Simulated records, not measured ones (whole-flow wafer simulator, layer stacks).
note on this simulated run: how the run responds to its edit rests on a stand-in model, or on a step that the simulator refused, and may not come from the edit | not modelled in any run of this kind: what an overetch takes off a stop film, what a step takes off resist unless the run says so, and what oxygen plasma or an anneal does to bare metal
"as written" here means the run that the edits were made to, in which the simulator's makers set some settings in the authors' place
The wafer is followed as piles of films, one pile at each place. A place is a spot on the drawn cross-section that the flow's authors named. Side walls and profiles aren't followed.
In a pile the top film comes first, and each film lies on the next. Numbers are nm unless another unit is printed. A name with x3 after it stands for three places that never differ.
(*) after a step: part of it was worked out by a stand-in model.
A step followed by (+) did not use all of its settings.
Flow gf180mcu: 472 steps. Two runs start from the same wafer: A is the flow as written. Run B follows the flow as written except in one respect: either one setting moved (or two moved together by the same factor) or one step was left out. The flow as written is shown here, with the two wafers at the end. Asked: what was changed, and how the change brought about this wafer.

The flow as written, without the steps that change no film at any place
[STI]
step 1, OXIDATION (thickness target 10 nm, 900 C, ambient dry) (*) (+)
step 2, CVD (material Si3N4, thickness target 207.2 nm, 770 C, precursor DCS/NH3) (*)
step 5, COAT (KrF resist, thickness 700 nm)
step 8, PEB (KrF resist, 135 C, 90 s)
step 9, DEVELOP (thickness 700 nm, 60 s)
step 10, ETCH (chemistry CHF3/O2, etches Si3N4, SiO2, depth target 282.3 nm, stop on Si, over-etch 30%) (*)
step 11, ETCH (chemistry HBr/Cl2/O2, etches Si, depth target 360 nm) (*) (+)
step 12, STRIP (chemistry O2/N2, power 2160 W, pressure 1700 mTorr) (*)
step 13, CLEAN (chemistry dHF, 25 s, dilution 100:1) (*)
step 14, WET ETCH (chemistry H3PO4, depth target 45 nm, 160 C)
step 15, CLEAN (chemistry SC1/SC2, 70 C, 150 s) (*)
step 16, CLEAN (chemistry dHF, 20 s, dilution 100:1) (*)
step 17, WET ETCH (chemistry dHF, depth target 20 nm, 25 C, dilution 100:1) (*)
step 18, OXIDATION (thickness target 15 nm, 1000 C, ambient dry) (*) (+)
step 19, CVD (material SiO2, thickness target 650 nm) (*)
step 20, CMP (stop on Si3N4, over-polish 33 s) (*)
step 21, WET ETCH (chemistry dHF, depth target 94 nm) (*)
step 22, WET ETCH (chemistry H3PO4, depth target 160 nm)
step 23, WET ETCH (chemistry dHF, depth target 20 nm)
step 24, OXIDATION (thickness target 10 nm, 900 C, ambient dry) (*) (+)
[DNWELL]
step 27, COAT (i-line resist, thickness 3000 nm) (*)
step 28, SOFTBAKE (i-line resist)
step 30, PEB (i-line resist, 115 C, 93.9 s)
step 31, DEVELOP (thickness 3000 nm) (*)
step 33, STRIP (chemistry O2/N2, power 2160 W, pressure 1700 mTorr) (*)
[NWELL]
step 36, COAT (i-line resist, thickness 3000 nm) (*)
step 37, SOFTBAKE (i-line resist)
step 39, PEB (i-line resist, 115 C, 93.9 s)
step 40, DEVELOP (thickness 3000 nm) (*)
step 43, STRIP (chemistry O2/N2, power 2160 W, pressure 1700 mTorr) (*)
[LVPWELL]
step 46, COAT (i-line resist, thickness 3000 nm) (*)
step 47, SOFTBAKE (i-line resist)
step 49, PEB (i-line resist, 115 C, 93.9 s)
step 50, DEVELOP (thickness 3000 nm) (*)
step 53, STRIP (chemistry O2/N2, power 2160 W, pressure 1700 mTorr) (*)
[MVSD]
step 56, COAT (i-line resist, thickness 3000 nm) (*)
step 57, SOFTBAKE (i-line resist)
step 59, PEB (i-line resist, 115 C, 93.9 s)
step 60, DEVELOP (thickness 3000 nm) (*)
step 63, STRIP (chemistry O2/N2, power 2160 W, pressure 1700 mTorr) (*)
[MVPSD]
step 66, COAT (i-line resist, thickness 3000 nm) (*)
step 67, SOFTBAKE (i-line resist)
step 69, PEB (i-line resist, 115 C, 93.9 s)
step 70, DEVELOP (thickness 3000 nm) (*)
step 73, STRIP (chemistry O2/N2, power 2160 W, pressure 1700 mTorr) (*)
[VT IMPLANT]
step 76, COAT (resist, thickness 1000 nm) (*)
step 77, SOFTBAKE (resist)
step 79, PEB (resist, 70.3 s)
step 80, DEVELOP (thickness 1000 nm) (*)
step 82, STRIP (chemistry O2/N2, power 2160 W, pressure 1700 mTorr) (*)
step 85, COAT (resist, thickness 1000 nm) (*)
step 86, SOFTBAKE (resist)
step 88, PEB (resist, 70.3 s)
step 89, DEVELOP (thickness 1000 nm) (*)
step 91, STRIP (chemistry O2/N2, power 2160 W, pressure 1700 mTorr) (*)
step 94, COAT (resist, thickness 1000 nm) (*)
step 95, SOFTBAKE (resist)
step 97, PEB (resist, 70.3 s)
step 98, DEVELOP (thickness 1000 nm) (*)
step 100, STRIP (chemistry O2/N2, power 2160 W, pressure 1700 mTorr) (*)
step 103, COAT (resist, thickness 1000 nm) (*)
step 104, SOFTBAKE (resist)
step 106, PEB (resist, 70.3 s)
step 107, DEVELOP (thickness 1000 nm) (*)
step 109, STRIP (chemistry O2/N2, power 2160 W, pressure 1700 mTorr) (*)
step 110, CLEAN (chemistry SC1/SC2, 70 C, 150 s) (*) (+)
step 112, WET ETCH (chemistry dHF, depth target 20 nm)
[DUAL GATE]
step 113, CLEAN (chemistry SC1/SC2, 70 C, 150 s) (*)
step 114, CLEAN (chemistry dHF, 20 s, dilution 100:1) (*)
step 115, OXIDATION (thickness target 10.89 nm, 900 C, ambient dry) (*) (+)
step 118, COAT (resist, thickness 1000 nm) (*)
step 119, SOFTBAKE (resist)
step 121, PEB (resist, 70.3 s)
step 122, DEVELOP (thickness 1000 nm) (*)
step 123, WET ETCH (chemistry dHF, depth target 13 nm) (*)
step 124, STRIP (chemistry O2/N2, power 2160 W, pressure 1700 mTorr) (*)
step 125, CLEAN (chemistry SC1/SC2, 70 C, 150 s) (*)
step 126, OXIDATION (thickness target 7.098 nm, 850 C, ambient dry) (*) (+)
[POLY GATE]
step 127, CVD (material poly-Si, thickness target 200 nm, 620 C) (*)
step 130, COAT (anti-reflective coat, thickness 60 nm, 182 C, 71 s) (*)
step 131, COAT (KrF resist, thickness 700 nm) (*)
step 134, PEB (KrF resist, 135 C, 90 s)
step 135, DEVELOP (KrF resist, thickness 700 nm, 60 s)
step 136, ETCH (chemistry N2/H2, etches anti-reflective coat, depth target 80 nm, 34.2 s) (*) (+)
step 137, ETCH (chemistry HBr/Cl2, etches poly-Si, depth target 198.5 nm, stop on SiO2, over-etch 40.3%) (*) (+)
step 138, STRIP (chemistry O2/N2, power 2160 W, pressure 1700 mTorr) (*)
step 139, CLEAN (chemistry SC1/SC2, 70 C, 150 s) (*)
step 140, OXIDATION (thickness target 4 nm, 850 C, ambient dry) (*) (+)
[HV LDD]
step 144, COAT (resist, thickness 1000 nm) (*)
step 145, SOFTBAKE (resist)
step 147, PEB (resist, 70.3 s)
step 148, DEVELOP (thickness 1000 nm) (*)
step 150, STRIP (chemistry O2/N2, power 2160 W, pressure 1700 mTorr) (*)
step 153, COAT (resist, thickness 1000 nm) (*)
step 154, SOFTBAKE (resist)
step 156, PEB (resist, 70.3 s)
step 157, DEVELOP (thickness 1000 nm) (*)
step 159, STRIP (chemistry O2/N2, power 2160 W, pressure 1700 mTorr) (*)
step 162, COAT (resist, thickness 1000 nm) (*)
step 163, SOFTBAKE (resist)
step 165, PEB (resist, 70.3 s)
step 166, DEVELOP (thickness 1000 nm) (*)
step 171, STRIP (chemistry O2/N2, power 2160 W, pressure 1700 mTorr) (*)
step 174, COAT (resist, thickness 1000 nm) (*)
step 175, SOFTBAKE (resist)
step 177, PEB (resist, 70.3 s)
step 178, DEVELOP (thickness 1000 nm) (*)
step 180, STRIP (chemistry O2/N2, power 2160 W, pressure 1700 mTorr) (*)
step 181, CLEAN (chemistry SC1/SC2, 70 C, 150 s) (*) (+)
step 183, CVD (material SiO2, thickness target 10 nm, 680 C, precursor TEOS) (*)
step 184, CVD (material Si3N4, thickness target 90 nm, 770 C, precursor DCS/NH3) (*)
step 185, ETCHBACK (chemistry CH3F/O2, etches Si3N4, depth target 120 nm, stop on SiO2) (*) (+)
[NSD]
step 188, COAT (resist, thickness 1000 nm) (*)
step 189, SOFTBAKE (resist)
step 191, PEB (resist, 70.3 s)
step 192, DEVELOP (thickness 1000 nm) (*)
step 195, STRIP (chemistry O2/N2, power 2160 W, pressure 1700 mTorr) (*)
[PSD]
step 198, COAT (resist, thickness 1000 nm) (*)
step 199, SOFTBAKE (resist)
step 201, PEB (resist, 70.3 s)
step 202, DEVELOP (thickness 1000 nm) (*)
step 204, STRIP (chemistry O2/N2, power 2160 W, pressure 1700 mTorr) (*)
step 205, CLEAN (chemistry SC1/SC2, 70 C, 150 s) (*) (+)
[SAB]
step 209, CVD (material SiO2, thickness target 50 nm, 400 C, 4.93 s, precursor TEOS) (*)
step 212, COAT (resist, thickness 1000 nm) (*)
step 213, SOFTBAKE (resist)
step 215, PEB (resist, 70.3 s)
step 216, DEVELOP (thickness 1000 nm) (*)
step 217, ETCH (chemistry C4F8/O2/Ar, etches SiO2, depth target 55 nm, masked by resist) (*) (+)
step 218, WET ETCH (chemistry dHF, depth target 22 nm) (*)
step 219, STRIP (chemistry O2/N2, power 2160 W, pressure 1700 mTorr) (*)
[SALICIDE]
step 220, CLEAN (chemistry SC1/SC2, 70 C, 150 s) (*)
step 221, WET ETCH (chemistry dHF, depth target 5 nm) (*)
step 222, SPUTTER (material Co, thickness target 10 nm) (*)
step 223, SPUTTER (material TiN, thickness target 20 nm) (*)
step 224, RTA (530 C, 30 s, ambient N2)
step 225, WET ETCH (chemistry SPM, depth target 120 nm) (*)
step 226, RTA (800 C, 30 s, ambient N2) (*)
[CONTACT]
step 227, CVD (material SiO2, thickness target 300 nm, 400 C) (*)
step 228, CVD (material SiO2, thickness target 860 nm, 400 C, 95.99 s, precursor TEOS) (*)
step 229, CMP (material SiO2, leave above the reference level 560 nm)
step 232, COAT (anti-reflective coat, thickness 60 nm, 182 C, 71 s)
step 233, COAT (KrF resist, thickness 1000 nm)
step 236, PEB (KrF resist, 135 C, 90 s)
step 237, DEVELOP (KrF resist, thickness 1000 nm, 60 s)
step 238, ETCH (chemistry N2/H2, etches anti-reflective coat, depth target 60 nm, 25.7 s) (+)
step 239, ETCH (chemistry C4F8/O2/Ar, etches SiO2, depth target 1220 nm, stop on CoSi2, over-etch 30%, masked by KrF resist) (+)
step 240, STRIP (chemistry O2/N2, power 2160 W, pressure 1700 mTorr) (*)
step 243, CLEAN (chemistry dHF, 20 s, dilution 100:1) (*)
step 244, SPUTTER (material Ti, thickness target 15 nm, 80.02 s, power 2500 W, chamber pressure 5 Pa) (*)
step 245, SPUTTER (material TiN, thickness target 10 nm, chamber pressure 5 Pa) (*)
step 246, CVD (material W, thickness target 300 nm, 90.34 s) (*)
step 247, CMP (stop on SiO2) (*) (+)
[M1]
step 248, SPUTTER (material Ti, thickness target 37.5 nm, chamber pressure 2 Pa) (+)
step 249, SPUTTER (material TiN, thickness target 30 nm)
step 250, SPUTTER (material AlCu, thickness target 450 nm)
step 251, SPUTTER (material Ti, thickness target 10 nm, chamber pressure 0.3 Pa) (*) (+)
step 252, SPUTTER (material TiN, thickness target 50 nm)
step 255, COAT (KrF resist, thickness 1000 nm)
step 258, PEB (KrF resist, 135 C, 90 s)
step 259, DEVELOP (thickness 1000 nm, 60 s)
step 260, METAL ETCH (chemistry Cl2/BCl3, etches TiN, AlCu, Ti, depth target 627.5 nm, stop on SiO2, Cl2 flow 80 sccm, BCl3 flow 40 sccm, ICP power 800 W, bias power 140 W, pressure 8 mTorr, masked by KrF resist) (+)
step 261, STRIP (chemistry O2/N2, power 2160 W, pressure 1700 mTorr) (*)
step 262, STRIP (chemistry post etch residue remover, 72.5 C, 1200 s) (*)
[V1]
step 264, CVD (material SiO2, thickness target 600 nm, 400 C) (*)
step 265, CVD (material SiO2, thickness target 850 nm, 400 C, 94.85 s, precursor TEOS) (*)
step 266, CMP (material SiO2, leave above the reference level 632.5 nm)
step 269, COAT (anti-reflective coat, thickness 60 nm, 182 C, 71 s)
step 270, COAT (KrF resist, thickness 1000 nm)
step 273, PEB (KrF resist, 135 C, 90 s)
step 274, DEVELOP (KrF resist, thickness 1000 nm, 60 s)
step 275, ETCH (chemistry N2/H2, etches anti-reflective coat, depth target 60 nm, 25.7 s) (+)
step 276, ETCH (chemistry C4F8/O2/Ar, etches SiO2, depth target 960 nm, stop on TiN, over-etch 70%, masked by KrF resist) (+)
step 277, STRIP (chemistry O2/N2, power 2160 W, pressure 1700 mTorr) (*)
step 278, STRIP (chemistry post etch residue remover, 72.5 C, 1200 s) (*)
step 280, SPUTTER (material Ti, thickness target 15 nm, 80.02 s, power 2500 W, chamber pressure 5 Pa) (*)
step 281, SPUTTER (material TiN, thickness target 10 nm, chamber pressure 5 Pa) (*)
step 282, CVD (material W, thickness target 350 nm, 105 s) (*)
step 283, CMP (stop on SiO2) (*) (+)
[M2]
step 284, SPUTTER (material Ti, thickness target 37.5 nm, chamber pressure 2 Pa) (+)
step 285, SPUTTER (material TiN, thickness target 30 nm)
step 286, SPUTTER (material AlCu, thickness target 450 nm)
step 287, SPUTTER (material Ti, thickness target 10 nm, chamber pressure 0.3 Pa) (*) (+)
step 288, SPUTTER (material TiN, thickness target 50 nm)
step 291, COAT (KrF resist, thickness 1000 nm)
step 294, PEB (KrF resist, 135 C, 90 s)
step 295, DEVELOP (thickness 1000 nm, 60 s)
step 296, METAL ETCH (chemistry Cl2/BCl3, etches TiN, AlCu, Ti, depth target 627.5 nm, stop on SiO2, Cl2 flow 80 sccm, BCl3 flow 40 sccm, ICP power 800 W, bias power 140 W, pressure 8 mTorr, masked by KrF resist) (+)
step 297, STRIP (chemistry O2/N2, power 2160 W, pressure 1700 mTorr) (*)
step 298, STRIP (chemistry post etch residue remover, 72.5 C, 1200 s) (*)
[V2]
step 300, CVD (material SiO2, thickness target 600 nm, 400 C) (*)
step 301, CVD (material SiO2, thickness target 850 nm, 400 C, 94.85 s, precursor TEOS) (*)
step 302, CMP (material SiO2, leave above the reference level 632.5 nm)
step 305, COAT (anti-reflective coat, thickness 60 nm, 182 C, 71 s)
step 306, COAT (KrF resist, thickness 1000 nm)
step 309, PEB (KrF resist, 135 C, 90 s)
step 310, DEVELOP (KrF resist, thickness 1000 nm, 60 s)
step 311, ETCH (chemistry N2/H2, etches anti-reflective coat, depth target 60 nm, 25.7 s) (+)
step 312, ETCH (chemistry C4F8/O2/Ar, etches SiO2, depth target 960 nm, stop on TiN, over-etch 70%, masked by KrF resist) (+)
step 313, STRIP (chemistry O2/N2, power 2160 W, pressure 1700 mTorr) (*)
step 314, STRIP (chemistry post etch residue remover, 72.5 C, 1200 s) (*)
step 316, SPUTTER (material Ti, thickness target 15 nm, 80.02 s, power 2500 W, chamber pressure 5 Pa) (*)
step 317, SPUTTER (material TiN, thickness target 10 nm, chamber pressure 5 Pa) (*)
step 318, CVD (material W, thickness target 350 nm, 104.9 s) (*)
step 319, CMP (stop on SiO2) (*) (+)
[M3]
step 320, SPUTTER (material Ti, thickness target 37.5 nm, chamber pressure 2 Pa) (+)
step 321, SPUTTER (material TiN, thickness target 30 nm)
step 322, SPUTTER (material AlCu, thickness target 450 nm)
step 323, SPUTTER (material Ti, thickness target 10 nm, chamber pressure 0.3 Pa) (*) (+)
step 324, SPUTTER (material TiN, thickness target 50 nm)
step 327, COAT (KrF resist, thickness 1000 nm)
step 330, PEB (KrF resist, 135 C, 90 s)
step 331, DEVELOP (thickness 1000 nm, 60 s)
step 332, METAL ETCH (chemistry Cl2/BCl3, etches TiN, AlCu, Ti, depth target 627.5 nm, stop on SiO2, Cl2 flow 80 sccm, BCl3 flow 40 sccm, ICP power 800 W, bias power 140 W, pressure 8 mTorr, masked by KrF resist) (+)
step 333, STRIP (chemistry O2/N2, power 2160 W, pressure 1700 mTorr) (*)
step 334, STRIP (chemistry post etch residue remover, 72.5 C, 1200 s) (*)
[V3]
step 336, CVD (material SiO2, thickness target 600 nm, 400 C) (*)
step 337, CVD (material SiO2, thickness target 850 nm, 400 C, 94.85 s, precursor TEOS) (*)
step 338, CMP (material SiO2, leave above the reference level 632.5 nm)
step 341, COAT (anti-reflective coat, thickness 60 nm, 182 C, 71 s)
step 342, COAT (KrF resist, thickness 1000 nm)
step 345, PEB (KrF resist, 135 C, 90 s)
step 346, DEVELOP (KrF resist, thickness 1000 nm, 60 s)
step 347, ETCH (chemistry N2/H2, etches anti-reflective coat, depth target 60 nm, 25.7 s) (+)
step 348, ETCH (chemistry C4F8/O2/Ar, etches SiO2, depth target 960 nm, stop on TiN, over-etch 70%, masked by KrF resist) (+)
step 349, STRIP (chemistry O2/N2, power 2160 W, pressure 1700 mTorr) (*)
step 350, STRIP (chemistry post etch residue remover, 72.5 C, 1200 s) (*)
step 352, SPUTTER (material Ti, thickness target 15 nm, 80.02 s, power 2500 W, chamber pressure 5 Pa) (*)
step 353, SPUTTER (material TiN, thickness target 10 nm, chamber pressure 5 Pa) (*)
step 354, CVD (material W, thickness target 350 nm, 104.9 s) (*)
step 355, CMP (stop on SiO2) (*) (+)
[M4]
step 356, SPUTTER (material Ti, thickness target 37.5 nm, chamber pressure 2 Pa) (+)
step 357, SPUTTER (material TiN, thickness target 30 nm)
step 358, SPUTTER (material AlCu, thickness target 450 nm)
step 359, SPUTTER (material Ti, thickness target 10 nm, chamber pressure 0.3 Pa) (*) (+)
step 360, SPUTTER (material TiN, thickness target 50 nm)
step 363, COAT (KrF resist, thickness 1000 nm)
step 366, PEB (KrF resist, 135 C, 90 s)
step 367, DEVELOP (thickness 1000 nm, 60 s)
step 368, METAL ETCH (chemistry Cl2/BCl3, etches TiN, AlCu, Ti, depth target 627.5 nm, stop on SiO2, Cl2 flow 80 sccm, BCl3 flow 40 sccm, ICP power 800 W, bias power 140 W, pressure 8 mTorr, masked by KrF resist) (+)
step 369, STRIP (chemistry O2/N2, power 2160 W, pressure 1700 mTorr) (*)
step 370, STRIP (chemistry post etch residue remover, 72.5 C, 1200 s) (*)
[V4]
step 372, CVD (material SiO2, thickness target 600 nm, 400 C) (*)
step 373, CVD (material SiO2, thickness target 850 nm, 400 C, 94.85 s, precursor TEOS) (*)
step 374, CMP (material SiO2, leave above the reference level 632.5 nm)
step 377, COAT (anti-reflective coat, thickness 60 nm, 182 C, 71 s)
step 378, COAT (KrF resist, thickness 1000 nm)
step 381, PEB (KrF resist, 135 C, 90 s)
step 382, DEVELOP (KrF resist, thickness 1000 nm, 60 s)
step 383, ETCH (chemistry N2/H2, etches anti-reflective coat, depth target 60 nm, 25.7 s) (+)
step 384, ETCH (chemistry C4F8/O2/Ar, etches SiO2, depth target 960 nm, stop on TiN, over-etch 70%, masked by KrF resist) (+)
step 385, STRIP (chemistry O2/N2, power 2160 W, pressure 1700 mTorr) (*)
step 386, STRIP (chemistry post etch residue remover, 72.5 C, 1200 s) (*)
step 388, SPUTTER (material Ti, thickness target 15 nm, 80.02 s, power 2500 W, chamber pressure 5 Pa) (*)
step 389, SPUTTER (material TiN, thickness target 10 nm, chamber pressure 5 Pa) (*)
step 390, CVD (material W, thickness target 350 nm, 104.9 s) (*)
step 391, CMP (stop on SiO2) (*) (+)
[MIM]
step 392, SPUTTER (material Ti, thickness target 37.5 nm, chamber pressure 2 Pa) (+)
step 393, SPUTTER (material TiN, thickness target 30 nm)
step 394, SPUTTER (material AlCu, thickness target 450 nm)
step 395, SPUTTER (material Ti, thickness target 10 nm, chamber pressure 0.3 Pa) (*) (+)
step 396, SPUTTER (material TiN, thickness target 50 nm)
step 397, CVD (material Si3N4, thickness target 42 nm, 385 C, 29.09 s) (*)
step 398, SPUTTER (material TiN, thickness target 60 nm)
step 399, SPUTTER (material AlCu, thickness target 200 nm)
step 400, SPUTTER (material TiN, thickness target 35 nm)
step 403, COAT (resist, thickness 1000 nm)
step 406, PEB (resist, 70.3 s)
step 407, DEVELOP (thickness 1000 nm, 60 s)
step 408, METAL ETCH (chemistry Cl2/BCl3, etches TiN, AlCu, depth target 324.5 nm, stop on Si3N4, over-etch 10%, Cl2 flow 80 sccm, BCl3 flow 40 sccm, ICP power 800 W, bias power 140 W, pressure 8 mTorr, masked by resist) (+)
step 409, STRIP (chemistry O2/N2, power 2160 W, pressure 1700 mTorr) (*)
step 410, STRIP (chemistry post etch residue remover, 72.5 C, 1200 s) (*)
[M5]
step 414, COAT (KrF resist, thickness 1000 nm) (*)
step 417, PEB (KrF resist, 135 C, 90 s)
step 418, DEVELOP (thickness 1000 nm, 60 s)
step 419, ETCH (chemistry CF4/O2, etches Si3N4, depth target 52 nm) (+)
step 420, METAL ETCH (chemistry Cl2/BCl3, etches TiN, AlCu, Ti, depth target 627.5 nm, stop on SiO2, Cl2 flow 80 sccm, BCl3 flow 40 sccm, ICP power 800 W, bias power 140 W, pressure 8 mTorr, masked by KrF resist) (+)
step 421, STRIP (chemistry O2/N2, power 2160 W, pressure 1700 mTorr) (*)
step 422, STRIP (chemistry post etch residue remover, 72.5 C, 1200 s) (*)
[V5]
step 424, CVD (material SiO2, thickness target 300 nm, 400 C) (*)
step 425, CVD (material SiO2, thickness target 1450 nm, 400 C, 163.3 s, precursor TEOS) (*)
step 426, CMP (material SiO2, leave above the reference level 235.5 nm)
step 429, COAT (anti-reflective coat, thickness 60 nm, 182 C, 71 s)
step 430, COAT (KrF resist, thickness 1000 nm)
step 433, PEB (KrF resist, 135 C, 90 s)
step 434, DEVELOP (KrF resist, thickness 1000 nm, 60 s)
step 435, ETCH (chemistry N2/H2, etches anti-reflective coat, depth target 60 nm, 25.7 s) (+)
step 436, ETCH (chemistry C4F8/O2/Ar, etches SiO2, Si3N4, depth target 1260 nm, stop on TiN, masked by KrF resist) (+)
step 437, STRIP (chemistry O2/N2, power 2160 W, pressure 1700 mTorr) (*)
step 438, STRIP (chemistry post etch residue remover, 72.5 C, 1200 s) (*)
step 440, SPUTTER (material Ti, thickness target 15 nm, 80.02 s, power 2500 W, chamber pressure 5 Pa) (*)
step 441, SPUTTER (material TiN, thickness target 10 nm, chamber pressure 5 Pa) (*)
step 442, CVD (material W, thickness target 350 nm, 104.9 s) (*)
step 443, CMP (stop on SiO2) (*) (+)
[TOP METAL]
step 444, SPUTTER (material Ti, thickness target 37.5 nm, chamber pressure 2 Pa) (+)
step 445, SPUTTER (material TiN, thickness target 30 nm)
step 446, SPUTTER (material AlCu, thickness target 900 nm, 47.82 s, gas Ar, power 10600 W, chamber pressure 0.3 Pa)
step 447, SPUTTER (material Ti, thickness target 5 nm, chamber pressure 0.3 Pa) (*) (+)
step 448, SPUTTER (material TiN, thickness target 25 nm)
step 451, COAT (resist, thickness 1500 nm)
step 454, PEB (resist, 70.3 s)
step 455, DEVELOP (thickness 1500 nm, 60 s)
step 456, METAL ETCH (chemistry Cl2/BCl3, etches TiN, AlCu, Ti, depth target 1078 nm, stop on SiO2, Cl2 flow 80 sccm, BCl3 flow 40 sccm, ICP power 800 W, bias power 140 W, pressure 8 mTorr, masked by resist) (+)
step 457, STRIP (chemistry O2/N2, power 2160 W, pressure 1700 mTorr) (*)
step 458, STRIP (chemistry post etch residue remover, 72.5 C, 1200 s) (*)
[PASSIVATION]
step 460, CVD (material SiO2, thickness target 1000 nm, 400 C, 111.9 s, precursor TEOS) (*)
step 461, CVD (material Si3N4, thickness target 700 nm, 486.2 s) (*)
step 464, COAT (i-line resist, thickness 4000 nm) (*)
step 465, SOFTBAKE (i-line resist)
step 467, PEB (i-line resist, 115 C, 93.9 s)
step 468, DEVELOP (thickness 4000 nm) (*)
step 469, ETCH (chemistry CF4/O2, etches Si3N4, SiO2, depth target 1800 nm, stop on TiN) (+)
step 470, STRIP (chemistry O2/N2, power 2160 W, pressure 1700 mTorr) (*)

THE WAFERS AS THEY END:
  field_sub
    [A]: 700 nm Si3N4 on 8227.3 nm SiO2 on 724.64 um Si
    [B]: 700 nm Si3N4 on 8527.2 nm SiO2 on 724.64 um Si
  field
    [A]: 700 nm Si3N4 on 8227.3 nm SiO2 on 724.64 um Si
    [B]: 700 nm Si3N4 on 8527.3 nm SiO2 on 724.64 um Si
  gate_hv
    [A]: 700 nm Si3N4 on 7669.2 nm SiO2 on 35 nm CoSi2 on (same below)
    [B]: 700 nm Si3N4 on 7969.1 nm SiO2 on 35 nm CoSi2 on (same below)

What caused this: step 374, CMP: leave above the reference level 1012 nm was run, whereas the flow has leave above the reference level 632.5 nm.

How this came from the change, step by step:
  step 374, CMP (material SiO2, leave above the reference level 632.5 nm)
      field, field__w1, field__w2 and 103 more: A SiO2 loses 300 | B nothing
      field__w8, contact, m1, m1__w1, m1_nw: A SiO2 loses 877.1 | B SiO2 loses 497.6
  step 377, COAT (anti-reflective coat, thickness 60 nm, 182 C, 71 s)
      field: A anti-reflective coat gains 60 (new film) | B anti-reflective coat gains 91.8 (new film)
      field__w8: A anti-reflective coat gains 60 (new film) | B anti-reflective coat gains 20.9 (new film)
      (also at 18 further places)
  step 378, COAT (KrF resist, thickness 1000 nm)
      contact: A KrF resist gains 1000 (new film) | B KrF resist gains 968.5 (new film)
      m1: A KrF resist gains 1000 (new film) | B KrF resist gains 963.2 (new film)
      (also at 4 further places)
  step 382, DEVELOP (KrF resist, thickness 1000 nm, 60 s)
      contact: A KrF resist loses 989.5 (all of it) | B KrF resist loses 958.3 (all of it)
  step 383, ETCH (chemistry N2/H2, etches anti-reflective coat, depth target 60 nm, 25.7 s) (+)
      contact: A anti-reflective coat loses 60 (all of it), SiO2 loses 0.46 | B anti-reflective coat loses 26.7 (all of it), SiO2 loses 1.31
  step 384, ETCH (chemistry C4F8/O2/Ar, etches SiO2, depth target 960 nm, stop on TiN, over-etch 70%, masked by KrF resist) (+)
      contact: A SiO2 loses 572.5 (all of it) | B SiO2 loses 951.1 (all of it)
  step 385, STRIP (chemistry O2/N2, power 2160 W, pressure 1700 mTorr) (*)
      field: A KrF resist loses 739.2 (all of it), anti-reflective coat loses 60 (all of it) | B KrF resist loses 725.4 (all of it), anti-reflective coat loses 91.8 (all of it)
      field__w8: A KrF resist loses 739.2 (all of it), anti-reflective coat loses 60 (all of it) | B KrF resist loses 729.2 (all of it), anti-reflective coat loses 20.9 (all of it)
      (also at 17 further places)
  step 388, SPUTTER (material Ti, thickness target 15 nm, 80.02 s, power 2500 W, chamber pressure 5 Pa) (*)
      contact: A Ti gains 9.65 (new film) | B Ti gains 8.11 (new film)
  step 389, SPUTTER (material TiN, thickness target 10 nm, chamber pressure 5 Pa) (*)
      contact: A TiN gains 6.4 (new film) | B TiN gains 5.38 (new film)
  step 390, CVD (material W, thickness target 350 nm, 104.9 s) (*)
      contact: A W gains 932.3 (new film) | B W gains 1234.8 (new film)
  step 391, CMP (stop on SiO2) (*) (+)
      m1, m1__w1, m1_nw: A W loses 350 (all of it), TiN loses 10 (all of it), Ti loses 15 (all of it), SiO2 loses 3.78 | B W loses 350 (all of it), TiN loses 10 (all of it), Ti loses 15 (all of it), SiO2 loses 6.69
      field__w8: A W loses 350 (all of it), TiN loses 10 (all of it), Ti loses 15 (all of it), SiO2 loses 3.78 | B W loses 350 (all of it), TiN loses 10 (all of it), Ti loses 15 (all of it), SiO2 loses 6.7
  step 403, COAT (resist, thickness 1000 nm)
      field__w8: A resist gains 1000 (new film) | B resist gains 934.7 (new film)
      m1: A resist gains 1000 (new film) | B resist gains 933.8 (new film)
      (also at 2 further places)
  step 404, SOFTBAKE (resist)
      field: A nothing | B resist loses 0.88
      field__w8: A nothing | B resist loses 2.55
      (also at 16 further places)
  step 406, PEB (resist, 70.3 s)
      field__w8, m1, m1__w1: A resist loses 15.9 | B resist loses 14.5
      m1_nw: A resist loses 15.9 | B resist loses 14.6
  step 407, DEVELOP (thickness 1000 nm, 60 s)
      field__w8: A resist loses 984.1 (all of it) | B resist loses 917.6 (all of it)
      m1: A resist loses 984.1 (all of it) | B resist loses 916.4 (all of it)
      (also at 2 further places)
  step 414, COAT (KrF resist, thickness 1000 nm) (*)
      field__w8: A KrF resist gains 1000 (new film) | B KrF resist gains 937.7 (new film)
      m1: A KrF resist gains 1000.5 (new film) | B KrF resist gains 937.4 (new film)
      (also at 2 further places)
  ... 2 other steps ...
  step 426, CMP (material SiO2, leave above the reference level 235.5 nm)
      field__w8, m1, m1__w1, m1_nw: A SiO2 loses 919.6 | B SiO2 loses 996.2
